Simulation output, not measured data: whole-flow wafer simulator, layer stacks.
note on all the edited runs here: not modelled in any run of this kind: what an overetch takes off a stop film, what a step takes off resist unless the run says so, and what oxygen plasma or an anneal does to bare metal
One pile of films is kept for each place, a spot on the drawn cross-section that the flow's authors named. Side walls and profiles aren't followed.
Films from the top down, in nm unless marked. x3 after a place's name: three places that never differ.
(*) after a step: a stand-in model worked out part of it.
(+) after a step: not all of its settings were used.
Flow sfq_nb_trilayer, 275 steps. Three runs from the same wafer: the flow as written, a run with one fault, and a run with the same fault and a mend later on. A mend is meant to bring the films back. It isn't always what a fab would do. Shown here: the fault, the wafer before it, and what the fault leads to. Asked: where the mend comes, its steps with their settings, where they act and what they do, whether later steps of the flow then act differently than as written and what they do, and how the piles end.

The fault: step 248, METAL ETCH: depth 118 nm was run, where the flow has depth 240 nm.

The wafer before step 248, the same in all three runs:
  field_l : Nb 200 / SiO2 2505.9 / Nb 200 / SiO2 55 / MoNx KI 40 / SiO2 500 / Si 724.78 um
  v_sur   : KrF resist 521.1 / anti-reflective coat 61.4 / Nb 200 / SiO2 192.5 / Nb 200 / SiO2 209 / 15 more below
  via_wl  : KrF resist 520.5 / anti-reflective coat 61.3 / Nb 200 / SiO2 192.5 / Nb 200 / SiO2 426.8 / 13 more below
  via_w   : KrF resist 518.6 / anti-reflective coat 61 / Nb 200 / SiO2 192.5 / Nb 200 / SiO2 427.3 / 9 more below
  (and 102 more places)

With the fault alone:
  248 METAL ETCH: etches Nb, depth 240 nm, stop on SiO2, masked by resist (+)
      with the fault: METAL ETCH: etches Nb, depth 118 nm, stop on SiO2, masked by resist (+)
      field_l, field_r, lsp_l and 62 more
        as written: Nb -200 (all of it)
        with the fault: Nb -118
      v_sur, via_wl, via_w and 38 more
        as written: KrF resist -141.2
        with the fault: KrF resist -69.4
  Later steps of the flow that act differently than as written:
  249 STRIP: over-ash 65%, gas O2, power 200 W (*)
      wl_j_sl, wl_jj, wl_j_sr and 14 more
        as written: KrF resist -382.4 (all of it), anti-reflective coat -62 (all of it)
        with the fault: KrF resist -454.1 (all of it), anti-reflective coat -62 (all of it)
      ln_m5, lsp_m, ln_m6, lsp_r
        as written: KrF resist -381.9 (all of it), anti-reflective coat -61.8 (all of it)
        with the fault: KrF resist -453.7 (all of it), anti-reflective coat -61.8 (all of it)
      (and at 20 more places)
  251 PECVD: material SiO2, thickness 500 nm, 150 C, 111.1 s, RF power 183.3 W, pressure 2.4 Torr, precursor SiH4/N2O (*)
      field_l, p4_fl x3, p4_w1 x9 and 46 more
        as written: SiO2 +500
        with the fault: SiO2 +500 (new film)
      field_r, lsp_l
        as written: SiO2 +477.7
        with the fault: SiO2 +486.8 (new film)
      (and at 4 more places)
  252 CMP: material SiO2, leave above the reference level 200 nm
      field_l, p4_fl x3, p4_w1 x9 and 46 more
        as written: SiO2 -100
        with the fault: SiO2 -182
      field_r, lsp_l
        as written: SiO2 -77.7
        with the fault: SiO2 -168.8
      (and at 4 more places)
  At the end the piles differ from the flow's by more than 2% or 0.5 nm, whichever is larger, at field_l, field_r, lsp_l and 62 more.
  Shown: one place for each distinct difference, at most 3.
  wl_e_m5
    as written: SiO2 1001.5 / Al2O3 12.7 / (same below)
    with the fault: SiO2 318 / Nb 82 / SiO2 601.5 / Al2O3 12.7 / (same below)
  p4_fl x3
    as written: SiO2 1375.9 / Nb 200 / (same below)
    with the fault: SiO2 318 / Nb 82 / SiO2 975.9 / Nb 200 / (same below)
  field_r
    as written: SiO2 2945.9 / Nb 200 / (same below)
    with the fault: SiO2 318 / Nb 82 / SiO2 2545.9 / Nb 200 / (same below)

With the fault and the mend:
  The mend comes after step 248.
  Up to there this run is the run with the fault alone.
  248a METAL ETCH: etches Nb, depth 122 nm, stop on SiO2, masked by resist (+) (the flow's step 248 once more, with other settings)
      field_l, field_r, lsp_l and 62 more
        Nb -82 (all of it)
      v_sur, via_wl, via_w and 38 more
        KrF resist -71.8
  No later step of the flow acts differently than as written at any place that is followed.
  At the end the piles are the same as the flow's at every place that both follow.
